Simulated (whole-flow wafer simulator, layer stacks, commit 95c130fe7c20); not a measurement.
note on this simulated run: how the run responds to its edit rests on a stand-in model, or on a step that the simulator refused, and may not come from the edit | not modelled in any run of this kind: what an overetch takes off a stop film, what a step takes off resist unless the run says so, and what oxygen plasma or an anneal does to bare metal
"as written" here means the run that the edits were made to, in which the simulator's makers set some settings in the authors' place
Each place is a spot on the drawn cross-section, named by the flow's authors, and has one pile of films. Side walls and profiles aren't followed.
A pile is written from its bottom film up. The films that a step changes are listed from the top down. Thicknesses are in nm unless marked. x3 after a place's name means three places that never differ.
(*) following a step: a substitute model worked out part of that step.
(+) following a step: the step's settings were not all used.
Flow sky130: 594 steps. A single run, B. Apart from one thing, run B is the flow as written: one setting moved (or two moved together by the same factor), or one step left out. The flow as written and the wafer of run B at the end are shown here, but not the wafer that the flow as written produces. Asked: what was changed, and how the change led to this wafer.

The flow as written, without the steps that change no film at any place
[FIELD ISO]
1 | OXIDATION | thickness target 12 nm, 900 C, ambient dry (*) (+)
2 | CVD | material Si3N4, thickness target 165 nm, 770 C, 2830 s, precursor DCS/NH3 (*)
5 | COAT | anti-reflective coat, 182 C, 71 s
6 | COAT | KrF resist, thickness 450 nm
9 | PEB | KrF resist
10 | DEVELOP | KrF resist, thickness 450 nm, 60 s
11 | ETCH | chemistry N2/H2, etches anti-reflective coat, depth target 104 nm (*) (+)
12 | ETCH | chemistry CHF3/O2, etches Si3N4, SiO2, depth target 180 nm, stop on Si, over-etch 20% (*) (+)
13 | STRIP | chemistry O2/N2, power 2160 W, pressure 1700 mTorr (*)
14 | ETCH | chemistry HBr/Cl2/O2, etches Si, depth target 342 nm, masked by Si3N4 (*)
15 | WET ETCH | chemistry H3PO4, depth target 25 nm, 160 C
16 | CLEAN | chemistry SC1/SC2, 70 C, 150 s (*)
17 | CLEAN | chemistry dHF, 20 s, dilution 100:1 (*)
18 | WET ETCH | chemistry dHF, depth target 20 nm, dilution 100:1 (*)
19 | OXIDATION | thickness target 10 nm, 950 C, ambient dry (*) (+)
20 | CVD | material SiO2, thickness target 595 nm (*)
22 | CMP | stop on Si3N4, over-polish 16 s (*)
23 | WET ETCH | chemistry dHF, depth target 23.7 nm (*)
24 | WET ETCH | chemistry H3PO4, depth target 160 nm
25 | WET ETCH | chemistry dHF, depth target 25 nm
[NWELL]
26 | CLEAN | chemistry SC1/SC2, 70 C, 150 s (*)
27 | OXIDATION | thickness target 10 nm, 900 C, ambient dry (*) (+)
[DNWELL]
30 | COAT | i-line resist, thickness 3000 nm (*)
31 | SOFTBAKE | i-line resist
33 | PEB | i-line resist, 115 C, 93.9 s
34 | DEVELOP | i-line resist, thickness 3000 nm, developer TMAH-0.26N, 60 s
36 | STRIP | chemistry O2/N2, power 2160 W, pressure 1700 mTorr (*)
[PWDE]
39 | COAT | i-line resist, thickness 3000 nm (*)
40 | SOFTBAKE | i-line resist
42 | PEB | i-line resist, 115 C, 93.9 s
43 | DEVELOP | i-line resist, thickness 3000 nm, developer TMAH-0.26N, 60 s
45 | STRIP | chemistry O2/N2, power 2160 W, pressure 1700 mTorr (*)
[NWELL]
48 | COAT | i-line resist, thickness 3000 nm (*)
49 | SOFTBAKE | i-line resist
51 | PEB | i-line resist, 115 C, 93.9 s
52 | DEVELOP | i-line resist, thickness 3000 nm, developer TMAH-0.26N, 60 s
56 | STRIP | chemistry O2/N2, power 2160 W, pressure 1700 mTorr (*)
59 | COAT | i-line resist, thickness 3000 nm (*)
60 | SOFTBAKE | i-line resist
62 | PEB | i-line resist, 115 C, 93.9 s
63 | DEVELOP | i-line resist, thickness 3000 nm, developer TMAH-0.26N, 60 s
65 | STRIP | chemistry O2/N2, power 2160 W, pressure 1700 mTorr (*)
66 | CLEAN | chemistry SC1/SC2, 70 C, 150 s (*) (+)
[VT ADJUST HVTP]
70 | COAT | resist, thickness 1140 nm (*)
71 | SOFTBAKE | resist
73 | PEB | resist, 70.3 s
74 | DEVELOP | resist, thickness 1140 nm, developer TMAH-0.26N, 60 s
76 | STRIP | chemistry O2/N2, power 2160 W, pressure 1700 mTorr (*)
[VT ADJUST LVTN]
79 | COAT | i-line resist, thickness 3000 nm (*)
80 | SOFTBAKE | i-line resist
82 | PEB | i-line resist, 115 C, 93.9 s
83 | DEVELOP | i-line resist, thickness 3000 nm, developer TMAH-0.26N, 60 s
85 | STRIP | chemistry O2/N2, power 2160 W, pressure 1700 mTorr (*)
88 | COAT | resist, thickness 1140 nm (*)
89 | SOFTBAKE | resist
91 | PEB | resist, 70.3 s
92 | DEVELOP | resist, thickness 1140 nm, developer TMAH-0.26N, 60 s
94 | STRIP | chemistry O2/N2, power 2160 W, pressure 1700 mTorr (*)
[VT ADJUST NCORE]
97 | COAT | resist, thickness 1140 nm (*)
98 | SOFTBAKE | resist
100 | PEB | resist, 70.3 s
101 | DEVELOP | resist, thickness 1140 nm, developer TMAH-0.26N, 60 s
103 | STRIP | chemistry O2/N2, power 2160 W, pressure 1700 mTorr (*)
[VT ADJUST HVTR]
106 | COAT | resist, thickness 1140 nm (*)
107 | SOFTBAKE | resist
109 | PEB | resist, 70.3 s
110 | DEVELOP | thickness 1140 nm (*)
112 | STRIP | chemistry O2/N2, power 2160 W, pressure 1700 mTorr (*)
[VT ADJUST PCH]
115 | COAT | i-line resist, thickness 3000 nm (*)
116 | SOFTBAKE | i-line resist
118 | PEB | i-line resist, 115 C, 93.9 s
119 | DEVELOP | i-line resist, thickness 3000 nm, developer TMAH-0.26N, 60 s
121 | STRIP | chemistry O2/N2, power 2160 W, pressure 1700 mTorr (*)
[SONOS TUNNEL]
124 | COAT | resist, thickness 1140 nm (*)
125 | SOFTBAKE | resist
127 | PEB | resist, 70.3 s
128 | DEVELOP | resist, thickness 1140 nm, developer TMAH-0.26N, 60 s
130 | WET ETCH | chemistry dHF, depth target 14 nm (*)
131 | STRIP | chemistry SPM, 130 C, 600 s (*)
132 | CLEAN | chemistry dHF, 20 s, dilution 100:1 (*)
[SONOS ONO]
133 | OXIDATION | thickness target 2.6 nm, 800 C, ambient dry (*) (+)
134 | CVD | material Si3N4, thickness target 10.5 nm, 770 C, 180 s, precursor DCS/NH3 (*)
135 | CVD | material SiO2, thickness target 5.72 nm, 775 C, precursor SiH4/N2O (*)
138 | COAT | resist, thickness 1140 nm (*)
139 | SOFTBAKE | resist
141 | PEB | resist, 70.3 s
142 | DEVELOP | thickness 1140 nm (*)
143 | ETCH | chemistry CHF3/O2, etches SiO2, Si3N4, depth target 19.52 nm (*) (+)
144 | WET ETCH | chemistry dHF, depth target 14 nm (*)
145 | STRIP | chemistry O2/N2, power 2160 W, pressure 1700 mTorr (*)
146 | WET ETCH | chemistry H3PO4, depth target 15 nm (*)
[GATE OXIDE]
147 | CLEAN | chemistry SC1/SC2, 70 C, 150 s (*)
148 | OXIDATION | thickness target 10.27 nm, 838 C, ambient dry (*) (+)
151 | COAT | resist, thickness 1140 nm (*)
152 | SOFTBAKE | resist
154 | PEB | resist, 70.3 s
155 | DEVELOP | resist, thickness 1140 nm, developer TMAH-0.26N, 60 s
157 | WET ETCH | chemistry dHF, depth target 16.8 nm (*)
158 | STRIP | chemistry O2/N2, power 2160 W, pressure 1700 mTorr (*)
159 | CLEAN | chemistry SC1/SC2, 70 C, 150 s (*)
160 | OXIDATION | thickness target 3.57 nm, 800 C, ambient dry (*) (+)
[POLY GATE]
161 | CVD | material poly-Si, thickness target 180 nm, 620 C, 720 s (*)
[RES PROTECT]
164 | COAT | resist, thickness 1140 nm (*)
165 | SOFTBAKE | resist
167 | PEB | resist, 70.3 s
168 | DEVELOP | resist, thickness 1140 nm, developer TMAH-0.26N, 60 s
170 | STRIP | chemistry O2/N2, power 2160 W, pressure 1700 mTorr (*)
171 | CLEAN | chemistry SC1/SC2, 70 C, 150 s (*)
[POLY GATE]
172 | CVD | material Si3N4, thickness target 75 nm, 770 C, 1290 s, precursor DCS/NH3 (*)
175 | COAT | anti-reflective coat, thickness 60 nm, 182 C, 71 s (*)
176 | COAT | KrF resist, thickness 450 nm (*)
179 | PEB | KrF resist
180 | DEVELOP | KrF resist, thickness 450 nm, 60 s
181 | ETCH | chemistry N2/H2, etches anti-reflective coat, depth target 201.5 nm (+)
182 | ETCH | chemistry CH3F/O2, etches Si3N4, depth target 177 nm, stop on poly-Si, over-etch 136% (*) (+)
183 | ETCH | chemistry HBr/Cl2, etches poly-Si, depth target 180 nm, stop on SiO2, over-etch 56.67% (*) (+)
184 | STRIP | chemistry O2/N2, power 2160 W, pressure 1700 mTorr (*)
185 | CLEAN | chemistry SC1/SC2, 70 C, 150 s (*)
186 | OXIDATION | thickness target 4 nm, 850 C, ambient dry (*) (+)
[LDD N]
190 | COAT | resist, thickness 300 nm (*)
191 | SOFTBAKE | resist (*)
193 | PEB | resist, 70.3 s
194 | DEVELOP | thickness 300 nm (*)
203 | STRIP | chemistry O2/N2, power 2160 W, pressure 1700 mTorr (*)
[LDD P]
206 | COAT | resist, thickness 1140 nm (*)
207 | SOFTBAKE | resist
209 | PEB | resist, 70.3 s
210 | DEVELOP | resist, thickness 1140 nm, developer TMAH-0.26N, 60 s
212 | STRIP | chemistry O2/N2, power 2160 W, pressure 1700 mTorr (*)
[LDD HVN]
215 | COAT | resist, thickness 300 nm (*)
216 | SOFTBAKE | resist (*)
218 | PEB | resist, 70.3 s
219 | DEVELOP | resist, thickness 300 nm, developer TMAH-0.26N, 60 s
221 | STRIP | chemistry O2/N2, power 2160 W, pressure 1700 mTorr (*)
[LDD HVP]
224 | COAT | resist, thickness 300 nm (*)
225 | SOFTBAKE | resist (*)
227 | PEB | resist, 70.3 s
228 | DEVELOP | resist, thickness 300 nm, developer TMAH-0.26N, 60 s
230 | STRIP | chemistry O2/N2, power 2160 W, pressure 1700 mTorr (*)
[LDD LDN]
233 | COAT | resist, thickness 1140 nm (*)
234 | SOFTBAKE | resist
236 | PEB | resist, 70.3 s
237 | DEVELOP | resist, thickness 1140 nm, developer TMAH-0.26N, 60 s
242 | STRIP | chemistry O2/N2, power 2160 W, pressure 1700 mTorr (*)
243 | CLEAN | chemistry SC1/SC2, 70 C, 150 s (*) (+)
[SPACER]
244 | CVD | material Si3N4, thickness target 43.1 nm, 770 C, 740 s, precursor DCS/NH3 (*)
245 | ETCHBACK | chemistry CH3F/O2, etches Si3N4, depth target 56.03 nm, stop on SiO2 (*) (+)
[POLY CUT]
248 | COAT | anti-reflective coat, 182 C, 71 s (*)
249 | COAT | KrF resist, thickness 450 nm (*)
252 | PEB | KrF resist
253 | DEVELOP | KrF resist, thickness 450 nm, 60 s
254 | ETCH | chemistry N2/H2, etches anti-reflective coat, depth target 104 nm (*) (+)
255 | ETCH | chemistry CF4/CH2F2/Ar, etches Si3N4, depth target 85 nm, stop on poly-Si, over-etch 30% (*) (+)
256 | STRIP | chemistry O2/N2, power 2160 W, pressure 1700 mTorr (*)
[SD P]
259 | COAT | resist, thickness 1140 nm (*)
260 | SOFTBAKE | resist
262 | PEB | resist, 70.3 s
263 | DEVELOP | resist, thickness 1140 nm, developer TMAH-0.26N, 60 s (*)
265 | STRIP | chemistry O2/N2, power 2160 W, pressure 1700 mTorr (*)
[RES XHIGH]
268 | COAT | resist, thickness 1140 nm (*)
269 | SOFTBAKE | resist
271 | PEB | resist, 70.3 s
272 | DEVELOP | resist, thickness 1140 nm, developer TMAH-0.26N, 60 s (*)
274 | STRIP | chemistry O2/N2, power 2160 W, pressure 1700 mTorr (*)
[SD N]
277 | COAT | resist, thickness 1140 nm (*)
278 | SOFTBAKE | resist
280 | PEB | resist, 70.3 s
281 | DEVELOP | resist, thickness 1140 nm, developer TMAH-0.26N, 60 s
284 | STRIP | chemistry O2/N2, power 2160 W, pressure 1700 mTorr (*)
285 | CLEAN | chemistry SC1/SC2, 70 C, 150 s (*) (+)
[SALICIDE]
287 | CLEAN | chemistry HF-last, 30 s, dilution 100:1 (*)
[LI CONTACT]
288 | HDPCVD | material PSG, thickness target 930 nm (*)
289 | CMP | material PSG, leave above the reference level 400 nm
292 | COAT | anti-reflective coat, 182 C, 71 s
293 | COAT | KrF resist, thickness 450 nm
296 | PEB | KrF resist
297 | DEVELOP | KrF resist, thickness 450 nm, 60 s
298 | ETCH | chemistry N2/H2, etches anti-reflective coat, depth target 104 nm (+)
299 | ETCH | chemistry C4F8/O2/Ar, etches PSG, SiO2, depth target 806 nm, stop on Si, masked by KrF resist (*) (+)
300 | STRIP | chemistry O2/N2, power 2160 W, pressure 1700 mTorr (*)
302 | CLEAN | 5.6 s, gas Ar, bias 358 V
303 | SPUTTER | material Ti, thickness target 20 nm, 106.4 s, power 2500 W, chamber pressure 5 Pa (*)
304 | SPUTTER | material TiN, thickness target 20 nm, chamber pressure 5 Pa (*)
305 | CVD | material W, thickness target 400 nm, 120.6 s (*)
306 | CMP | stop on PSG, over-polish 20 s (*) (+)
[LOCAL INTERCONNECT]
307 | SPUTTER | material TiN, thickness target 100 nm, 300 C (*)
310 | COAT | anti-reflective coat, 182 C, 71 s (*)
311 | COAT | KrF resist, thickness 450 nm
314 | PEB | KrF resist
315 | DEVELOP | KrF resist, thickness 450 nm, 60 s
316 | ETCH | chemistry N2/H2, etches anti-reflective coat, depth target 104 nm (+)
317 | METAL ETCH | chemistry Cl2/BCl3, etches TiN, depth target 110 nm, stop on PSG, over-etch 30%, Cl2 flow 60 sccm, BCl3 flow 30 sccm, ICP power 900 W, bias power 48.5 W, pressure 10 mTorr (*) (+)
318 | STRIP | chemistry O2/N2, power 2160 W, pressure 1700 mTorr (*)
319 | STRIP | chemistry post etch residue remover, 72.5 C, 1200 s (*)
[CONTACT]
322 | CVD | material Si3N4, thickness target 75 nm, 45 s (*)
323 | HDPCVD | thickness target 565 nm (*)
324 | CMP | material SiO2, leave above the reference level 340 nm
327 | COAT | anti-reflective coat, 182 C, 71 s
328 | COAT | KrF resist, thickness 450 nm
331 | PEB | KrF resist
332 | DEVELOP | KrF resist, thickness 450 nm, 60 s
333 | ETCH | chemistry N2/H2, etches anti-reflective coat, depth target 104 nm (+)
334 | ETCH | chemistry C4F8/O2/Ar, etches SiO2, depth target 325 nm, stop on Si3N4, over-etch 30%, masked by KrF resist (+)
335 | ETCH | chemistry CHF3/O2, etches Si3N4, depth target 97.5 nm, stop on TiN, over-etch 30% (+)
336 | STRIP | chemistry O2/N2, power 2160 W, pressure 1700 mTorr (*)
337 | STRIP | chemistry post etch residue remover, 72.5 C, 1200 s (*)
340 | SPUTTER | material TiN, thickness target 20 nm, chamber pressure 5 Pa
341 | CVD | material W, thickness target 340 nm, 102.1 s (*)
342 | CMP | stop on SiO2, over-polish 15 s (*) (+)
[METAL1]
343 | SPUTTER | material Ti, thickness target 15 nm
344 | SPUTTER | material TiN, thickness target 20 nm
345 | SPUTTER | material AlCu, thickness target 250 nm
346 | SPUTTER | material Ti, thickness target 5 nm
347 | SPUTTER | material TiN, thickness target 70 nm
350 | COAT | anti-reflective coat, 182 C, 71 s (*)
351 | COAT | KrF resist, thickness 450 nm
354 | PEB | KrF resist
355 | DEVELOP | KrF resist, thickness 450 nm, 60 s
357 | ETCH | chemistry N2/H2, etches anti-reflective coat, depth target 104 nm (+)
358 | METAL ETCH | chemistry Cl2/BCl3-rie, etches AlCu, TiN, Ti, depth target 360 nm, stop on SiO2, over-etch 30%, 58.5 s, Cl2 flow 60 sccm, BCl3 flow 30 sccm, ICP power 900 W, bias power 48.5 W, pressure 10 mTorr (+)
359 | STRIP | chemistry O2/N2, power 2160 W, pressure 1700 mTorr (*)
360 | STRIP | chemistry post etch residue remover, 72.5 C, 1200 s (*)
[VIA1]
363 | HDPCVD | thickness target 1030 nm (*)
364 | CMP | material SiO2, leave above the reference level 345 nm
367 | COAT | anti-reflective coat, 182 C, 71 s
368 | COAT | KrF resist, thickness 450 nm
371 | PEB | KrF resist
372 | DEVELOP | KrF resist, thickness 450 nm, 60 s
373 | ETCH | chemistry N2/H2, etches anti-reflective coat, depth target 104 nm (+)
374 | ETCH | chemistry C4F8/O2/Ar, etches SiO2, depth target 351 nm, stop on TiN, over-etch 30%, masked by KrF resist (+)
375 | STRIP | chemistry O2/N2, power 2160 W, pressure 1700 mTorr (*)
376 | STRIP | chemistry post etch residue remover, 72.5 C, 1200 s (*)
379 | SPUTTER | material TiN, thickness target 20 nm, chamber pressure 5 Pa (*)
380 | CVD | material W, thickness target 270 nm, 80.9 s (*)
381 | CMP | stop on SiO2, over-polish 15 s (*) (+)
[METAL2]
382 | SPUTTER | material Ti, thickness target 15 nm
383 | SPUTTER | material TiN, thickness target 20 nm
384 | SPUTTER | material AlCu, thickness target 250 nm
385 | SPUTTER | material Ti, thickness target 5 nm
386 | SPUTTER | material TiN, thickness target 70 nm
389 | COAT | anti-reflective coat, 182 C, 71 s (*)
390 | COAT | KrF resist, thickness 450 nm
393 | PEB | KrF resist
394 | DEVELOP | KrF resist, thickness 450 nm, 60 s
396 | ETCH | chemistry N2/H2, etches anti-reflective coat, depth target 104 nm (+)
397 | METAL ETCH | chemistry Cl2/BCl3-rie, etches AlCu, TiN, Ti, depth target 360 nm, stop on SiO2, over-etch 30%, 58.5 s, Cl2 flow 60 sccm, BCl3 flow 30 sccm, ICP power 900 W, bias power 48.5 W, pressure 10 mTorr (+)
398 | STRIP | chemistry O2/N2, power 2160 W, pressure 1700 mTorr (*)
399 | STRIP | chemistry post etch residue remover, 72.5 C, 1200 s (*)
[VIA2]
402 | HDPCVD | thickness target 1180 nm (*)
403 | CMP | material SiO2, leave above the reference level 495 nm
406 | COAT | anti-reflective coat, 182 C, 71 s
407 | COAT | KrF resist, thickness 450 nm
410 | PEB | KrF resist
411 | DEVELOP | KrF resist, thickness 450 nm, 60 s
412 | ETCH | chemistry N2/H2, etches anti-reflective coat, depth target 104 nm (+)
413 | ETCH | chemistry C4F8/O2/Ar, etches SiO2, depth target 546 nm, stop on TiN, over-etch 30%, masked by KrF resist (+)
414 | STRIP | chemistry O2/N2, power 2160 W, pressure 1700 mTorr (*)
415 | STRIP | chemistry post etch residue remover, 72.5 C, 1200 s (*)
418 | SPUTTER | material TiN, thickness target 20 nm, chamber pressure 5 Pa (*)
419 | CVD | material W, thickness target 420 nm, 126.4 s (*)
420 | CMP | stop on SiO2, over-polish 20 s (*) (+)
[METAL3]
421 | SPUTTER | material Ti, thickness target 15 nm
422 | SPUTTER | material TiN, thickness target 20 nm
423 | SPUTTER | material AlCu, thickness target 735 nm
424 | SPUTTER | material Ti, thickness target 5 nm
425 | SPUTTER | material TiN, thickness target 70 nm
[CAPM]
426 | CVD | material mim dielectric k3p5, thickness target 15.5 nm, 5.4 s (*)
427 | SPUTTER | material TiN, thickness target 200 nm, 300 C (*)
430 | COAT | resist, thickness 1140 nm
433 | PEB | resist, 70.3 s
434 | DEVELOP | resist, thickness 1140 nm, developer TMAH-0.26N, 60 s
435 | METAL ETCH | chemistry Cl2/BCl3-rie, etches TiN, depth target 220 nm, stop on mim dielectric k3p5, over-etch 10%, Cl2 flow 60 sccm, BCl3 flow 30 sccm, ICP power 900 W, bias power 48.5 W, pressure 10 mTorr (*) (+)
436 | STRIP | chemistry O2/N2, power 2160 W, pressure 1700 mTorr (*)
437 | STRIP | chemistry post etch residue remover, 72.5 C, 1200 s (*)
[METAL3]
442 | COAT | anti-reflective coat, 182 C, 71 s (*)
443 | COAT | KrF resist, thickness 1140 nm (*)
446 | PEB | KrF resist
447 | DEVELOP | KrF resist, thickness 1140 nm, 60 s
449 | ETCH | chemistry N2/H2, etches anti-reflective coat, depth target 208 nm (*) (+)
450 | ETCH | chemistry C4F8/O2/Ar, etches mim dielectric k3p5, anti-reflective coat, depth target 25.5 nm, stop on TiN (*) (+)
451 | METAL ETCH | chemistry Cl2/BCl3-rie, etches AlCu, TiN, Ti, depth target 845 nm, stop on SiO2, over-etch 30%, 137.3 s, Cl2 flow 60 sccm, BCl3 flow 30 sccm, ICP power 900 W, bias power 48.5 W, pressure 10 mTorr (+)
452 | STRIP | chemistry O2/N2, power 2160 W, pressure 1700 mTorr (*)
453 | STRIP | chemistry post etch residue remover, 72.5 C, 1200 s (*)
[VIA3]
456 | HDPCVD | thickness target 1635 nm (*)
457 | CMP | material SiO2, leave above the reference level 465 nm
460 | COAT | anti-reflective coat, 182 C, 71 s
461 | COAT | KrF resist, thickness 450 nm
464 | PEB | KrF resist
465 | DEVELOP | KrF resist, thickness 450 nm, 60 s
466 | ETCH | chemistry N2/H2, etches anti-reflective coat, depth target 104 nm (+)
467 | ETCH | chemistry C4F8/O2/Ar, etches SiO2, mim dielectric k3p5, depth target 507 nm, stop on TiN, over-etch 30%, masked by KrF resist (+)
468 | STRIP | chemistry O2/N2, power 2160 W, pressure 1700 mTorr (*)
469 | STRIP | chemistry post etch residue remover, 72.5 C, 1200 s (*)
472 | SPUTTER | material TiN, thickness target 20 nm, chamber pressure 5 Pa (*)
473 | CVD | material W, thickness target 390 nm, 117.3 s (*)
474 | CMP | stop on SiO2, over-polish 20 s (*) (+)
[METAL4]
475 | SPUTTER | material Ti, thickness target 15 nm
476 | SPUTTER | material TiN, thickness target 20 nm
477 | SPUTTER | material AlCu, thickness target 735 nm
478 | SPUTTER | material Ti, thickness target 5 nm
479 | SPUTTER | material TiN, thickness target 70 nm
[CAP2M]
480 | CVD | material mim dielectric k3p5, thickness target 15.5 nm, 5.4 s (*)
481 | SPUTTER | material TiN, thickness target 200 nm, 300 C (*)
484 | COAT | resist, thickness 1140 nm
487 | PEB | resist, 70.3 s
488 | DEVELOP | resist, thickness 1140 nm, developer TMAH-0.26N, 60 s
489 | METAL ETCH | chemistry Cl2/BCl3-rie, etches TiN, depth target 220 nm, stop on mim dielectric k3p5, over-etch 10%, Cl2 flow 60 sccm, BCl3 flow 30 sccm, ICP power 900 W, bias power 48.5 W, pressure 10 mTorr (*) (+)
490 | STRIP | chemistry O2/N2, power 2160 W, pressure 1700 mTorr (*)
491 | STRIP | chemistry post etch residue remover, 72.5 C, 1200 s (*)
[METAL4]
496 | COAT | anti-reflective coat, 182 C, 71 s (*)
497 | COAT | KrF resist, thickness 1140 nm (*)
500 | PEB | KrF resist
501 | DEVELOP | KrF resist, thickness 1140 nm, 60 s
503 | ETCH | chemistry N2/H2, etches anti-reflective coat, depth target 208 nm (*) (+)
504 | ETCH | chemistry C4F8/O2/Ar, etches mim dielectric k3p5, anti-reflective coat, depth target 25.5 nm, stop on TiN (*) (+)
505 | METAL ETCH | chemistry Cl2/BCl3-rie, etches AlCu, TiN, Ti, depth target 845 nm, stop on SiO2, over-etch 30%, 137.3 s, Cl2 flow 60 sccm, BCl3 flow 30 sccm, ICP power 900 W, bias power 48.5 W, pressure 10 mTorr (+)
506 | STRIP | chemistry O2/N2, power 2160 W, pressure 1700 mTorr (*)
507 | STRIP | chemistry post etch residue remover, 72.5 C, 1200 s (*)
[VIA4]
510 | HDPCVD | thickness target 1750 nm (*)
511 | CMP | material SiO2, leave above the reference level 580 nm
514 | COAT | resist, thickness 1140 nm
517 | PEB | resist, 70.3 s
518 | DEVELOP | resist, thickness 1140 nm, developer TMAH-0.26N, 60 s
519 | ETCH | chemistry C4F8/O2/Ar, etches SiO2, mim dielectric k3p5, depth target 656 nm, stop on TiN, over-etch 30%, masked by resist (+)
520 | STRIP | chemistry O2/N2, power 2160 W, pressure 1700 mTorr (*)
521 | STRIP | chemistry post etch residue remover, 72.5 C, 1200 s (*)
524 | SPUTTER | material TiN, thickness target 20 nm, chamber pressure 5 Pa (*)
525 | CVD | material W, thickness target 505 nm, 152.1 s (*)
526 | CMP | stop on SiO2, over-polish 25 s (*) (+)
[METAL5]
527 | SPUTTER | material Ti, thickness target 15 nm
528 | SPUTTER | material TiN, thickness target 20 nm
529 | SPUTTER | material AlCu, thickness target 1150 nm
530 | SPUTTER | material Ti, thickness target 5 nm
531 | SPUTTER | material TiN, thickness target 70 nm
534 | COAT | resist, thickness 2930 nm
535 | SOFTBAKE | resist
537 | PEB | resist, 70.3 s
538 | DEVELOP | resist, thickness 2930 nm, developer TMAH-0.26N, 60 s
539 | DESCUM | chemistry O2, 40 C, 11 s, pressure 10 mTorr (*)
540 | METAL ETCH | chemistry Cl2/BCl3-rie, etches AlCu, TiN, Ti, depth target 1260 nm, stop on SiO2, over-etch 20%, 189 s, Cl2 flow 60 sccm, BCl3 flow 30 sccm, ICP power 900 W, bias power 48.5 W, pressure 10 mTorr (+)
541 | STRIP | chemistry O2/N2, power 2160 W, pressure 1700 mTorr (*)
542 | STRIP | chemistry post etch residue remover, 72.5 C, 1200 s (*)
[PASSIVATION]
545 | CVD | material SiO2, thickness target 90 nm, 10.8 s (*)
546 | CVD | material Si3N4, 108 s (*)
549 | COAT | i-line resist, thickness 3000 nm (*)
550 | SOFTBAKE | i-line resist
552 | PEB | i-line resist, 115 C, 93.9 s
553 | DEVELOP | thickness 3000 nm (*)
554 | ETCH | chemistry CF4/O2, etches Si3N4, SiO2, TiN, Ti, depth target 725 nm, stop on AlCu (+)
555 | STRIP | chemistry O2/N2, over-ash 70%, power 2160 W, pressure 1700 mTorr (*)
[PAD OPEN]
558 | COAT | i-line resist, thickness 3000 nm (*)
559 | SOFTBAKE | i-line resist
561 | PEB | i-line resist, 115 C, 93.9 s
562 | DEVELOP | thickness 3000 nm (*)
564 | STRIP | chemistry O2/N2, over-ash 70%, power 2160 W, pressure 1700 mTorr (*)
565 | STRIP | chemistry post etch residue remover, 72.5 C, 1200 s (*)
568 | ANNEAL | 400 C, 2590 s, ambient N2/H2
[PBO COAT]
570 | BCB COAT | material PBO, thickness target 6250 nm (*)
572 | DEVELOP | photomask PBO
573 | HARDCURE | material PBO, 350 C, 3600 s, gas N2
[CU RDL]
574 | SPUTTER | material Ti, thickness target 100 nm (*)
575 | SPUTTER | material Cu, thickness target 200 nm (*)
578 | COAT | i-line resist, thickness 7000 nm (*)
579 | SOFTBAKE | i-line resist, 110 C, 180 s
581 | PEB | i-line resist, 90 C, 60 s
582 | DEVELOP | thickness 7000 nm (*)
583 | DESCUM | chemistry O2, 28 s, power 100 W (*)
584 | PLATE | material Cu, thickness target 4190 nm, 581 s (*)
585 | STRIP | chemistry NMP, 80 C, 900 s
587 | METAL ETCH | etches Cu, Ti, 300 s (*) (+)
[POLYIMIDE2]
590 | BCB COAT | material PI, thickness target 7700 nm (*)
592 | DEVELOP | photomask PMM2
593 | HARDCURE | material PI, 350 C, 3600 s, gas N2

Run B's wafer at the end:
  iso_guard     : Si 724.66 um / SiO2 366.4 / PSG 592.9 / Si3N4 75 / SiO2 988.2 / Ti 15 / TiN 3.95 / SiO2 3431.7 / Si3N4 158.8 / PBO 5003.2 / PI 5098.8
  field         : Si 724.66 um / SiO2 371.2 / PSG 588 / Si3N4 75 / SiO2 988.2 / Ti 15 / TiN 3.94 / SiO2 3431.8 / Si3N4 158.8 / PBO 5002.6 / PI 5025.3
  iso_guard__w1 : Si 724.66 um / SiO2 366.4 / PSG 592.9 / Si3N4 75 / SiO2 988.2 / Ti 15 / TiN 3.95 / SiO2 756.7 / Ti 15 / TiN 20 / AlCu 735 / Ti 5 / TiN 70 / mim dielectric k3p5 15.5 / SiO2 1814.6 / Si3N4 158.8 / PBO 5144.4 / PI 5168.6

The reason: step 397, METAL ETCH: depth target 261 nm was run, while the flow as written has depth target 360 nm; step 397, METAL ETCH: 42.4 s was run, where the flow has 58.5 s.

How this came from the change, step by step:
  397 | METAL ETCH | chemistry Cl2/BCl3-rie, etches AlCu, TiN, Ti, depth target 360 nm, stop on SiO2, over-etch 30%, 58.5 s, Cl2 flow 60 sccm, BCl3 flow 30 sccm, ICP power 900 W, bias power 48.5 W, pressure 10 mTorr (+)
      field, active, gate and 82 more: -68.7 TiN (all of it), -5 Ti (all of it), -250 AlCu (all of it), -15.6 TiN (as written it would have been: -68.7 TiN (all of it), -5 Ti (all of it), -250 AlCu (all of it), -20 TiN (all of it), -15 Ti (all of it), -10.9 SiO2)
      gate_hv, m1, mim and 88 more: -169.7 KrF resist (as written it would have been: -234 KrF resist)
      (also at 15 further places)
  398 | STRIP | chemistry O2/N2, power 2160 W, pressure 1700 mTorr (*)
      gate_hv, mim, dice_street and 96 more: -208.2 KrF resist (all of it), -80 anti-reflective coat (all of it) (as written it would have been: -143.8 KrF resist (all of it), -80 anti-reflective coat (all of it))
      n_well, p_well, sd_n, sd_p, pad: -208.1 KrF resist (all of it), -80 anti-reflective coat (all of it) (as written it would have been: -143.8 KrF resist (all of it), -80 anti-reflective coat (all of it))
      (also at 2 further places)
  402 | HDPCVD | thickness target 1180 nm (*)
      field, active, gate and 82 more: +1180 SiO2 (new film) (as written it would have been: +1180 SiO2)
  403 | CMP | material SiO2, leave above the reference level 495 nm
      field, active, gate and 82 more: -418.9 SiO2 (as written it would have been: -389.1 SiO2)
If metal films that touch count as one body, iso_guard has 1 body; the flow as written gives 0 bodies.
If metal films that touch count as one body, field has 1 body; the flow as written gives 0 bodies.
If metal films that touch count as one body, iso_guard__w1 has 2 bodies (between them, from the top down: SiO2 756.7); the flow as written gives 1 body.
